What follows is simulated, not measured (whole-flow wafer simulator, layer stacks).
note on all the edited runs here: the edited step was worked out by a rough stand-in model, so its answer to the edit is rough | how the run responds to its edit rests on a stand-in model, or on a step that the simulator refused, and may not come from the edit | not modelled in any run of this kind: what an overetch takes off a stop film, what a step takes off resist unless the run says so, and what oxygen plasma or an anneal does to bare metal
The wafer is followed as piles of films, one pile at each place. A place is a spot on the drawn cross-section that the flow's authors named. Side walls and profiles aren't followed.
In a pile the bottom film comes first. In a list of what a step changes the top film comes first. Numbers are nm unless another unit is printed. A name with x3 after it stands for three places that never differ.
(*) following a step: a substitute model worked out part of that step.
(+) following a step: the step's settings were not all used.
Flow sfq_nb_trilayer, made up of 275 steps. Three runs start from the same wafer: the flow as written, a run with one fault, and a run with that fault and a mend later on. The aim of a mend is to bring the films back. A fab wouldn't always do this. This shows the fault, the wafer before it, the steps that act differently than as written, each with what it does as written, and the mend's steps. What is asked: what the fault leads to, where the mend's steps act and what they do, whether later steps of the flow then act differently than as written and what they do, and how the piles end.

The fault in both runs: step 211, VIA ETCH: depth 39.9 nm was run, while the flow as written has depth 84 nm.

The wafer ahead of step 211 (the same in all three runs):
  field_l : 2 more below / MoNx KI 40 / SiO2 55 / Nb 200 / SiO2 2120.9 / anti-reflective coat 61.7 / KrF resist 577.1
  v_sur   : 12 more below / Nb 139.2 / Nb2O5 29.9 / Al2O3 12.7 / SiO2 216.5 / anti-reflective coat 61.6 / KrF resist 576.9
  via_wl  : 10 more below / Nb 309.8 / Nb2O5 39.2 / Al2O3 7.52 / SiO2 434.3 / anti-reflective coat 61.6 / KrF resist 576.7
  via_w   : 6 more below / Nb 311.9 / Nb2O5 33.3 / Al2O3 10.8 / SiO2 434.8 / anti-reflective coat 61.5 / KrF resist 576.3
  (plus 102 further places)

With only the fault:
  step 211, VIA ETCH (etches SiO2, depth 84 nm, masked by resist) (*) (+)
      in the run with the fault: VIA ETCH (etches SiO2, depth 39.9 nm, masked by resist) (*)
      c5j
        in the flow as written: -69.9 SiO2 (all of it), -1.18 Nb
        in the run with the fault: -39.9 SiO2
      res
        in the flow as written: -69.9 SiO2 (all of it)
        in the run with the fault: -39.9 SiO2
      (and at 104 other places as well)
  Steps later in the flow that act otherwise than as written (4 more steps, not shown, differ only slightly: by at most 2% or 0.5 nm, whichever is larger):
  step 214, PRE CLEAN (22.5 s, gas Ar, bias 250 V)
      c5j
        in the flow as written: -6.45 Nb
        in the run with the fault: -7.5 SiO2
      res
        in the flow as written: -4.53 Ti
        in the run with the fault: -7.5 SiO2
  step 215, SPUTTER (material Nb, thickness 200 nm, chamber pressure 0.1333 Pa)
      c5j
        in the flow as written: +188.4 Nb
        in the run with the fault: +196.2 Nb (new film)
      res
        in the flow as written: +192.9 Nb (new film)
        in the run with the fault: +200 Nb (new film)
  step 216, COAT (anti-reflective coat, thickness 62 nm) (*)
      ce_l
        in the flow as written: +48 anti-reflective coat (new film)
        in the run with the fault: +55.7 anti-reflective coat (new film)
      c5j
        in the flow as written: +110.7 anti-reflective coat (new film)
        in the run with the fault: +89.3 anti-reflective coat (new film)
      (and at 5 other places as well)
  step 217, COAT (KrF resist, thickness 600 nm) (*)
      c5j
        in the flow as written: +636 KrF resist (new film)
        in the run with the fault: +623.1 KrF resist (new film)
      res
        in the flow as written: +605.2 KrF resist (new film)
        in the run with the fault: +590.8 KrF resist (new film)
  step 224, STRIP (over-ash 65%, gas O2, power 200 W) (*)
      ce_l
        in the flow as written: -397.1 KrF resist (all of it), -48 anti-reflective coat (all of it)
        in the run with the fault: -392.5 KrF resist (all of it), -55.7 anti-reflective coat (all of it)
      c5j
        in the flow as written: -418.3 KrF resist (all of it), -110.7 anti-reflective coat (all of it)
        in the run with the fault: -405.4 KrF resist (all of it), -89.3 anti-reflective coat (all of it)
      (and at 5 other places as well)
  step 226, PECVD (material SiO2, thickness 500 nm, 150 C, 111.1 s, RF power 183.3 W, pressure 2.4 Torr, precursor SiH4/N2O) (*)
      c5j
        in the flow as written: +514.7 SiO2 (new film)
        in the run with the fault: +500 SiO2 (new film)
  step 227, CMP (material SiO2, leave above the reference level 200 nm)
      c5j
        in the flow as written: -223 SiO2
        in the run with the fault: -246.2 SiO2
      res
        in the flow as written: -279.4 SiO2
        in the run with the fault: -313.5 SiO2
  At c5j, res, the piles at the end differ from the flow's by more than 2% or 0.5 nm, whichever is larger.
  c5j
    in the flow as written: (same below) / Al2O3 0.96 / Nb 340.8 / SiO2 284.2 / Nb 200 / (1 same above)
    in the run with the fault: (same below) / Al2O3 0.96 / Nb 160 / SiO2 22.5 / Nb 196.2 / SiO2 246.3 / Nb 200 / (1 same above)
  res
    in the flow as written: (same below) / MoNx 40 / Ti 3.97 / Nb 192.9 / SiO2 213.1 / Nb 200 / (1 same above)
    in the run with the fault: (same below) / MoNx 40 / Ti 8.5 / SiO2 22.5 / Nb 200 / SiO2 179 / Nb 200 / (1 same above)

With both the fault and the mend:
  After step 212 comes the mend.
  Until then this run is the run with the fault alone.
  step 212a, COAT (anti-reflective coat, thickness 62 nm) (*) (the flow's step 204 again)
      field_r, ln_m5, lsp_m and 64 more
        +62 anti-reflective coat (new film)
      ln_m6, lsp_r, l0_sur, l0v, wl_a_sl, wl_a_m6, wl_a_sr, wl_g_sr
        +61.9 anti-reflective coat (new film)
      field_l, v_sur
        +61.6 anti-reflective coat (new film)
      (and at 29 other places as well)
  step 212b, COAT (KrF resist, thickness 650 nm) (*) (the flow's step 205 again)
      l0v, p4_fl x3, p4_w1 x9 and 35 more
        +650 KrF resist (new film)
      wl_b_m5, wl_b_sr, wl_c_sl and 12 more
        +649.9 KrF resist (new film)
      lsp_r, wl_j_sl, wl_j_sr
        +650.2 KrF resist (new film)
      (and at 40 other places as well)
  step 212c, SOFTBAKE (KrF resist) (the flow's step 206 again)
      leaves every film unchanged at each place that is followed
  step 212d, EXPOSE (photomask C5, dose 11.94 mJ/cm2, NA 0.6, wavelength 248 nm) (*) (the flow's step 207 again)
      leaves every film unchanged at each place that is followed
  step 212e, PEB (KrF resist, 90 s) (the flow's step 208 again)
      field_l, sp_r, moat and 79 more
        -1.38 KrF resist
      v_sur, via_wl, via_w, via_wr, via_sp, be_sur, jj_sur
        -1.37 KrF resist
      via_v, wire, res
        -1.36 KrF resist
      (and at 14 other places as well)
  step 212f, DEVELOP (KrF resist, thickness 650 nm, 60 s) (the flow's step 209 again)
      field_l, v_sur, via_wl and 101 more
        -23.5 KrF resist
      c5j
        -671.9 KrF resist (all of it)
      res
        -639.2 KrF resist (all of it)
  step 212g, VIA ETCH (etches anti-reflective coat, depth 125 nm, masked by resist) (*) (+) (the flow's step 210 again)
      field_l, v_sur, via_wl and 101 more
        -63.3 KrF resist
      c5j
        -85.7 anti-reflective coat (all of it), -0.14 SiO2
      res
        -75.9 anti-reflective coat (all of it), -0.19 SiO2
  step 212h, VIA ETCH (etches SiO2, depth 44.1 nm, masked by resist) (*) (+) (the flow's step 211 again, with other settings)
      field_l, v_sur, via_wl and 101 more
        -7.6 KrF resist
      c5j
        -29.9 SiO2 (all of it), -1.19 Nb
      res
        -29.8 SiO2 (all of it)
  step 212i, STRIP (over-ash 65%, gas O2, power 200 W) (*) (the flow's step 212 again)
      p4_fl x3, p4_w1 x9, p4_g1 x2 and 33 more
        -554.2 KrF resist (all of it), -62 anti-reflective coat (all of it)
      wl_b_sl, wl_b_m5, wl_b_sr and 14 more
        -554.1 KrF resist (all of it), -62 anti-reflective coat (all of it)
      lsp_r, l0_sur
        -554.4 KrF resist (all of it), -61.9 anti-reflective coat (all of it)
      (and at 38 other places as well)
  Later steps of the flow that are run all act as written at every place that is followed, up to a difference of at most 2% or 0.5 nm, whichever is larger.
  The piles end the same as the flow's at every place that both follow.
